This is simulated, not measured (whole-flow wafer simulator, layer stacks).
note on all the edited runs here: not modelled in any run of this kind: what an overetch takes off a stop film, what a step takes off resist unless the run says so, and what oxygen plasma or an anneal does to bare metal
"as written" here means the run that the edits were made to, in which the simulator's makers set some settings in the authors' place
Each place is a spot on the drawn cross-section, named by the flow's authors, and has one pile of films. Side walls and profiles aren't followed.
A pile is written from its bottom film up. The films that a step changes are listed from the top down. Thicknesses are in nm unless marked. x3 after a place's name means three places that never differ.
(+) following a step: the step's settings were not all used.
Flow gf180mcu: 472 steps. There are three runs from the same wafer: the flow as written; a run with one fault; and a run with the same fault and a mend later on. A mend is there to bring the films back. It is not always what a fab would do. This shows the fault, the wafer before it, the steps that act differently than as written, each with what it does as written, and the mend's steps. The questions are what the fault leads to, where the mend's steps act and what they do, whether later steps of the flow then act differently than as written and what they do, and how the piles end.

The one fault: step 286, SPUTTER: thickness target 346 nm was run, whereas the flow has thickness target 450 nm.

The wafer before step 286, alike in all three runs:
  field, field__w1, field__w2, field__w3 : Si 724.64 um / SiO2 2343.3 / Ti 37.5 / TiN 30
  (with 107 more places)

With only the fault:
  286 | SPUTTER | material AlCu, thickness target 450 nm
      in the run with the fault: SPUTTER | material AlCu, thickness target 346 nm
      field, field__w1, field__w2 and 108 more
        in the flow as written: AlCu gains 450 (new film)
        in the run with the fault: AlCu gains 346 (new film)
  Steps further on in the flow that do not act as written:
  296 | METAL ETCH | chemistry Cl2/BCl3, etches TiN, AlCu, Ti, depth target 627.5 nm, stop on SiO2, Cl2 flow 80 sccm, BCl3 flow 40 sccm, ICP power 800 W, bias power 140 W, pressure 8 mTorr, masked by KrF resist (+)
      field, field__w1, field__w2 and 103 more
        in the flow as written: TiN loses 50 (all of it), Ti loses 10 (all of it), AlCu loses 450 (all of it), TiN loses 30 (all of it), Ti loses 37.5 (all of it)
        in the run with the fault: TiN loses 50 (all of it), Ti loses 10 (all of it), AlCu loses 346 (all of it), TiN loses 30 (all of it), Ti loses 37.5 (all of it)
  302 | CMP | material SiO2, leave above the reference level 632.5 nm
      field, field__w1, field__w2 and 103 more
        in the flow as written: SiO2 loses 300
        in the run with the fault: SiO2 loses 404
  The piles end different from the flow's at field__w8, contact, m1, m1__w1, m1_nw by more than 2% or 0.5 nm, whichever is larger.
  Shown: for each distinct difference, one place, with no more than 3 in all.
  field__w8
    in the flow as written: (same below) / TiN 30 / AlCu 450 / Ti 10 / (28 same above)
    in the run with the fault: (same below) / TiN 30 / AlCu 346 / Ti 10 / (28 same above)
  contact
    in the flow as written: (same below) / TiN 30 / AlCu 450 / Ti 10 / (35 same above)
    in the run with the fault: (same below) / TiN 30 / AlCu 346 / Ti 10 / (35 same above)

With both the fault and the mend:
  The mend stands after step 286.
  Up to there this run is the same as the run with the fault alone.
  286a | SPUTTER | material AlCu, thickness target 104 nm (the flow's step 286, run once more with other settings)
      field, field__w1, field__w2 and 108 more
        AlCu gains 104
  None of the later steps of the flow acts differently than as written at any place that is followed.
  The piles end the same as the flow's at every place that both follow.
